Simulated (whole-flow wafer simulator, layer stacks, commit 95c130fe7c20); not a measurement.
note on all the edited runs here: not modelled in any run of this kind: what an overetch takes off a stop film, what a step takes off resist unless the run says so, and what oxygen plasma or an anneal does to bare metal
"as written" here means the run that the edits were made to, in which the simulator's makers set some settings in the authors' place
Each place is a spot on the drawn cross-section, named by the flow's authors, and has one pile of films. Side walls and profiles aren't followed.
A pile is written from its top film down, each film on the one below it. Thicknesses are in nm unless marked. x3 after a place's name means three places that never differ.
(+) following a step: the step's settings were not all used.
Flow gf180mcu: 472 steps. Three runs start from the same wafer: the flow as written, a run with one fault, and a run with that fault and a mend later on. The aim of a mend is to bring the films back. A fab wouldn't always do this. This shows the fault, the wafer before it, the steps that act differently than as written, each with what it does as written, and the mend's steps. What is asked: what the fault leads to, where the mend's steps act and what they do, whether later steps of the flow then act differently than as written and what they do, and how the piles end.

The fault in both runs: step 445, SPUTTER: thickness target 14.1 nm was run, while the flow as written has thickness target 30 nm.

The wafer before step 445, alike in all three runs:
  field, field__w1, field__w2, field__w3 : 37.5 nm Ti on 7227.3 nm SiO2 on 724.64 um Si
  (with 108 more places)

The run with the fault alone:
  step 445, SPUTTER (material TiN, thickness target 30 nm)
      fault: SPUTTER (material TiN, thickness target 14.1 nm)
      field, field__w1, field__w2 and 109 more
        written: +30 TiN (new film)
        fault: +14.1 TiN (new film)
  Steps further on in the flow that do not act as written (not shown: 4 more steps that differ only slightly, by at most 2% or 0.5 nm, whichever is larger):
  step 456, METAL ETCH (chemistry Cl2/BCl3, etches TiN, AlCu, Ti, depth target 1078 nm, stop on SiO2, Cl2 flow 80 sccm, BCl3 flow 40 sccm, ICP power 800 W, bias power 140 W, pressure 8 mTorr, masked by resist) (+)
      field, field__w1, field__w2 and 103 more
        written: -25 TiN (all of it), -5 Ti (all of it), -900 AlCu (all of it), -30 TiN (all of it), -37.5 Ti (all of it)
        fault: -25 TiN (all of it), -5 Ti (all of it), -900 AlCu (all of it), -14.1 TiN (all of it), -37.5 Ti (all of it)
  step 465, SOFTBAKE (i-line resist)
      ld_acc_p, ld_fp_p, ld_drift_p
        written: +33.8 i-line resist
        fault: +33 i-line resist
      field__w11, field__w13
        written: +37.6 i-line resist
        fault: +36.7 i-line resist
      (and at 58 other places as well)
  By the end, the piles at field__w8, contact, m1, m1__w1, pad, m1_nw depart from the flow's by more than 2% or 0.5 nm, whichever is larger.
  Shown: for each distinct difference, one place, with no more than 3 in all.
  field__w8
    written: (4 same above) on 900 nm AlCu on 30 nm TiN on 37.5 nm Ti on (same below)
    fault: (4 same above) on 900 nm AlCu on 14.1 nm TiN on 37.5 nm Ti on (same below)
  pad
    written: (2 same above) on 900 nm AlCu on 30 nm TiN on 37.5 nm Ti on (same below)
    fault: (2 same above) on 900 nm AlCu on 14.1 nm TiN on 37.5 nm Ti on (same below)

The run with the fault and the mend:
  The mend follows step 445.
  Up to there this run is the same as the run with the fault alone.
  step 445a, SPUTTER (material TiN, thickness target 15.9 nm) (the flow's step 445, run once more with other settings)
      field, field__w1, field__w2 and 109 more
        +15.9 TiN
  Later steps of the flow that are run all act as written at every place that is followed.
  By the end, the piles equal the flow's at every place that both follow.
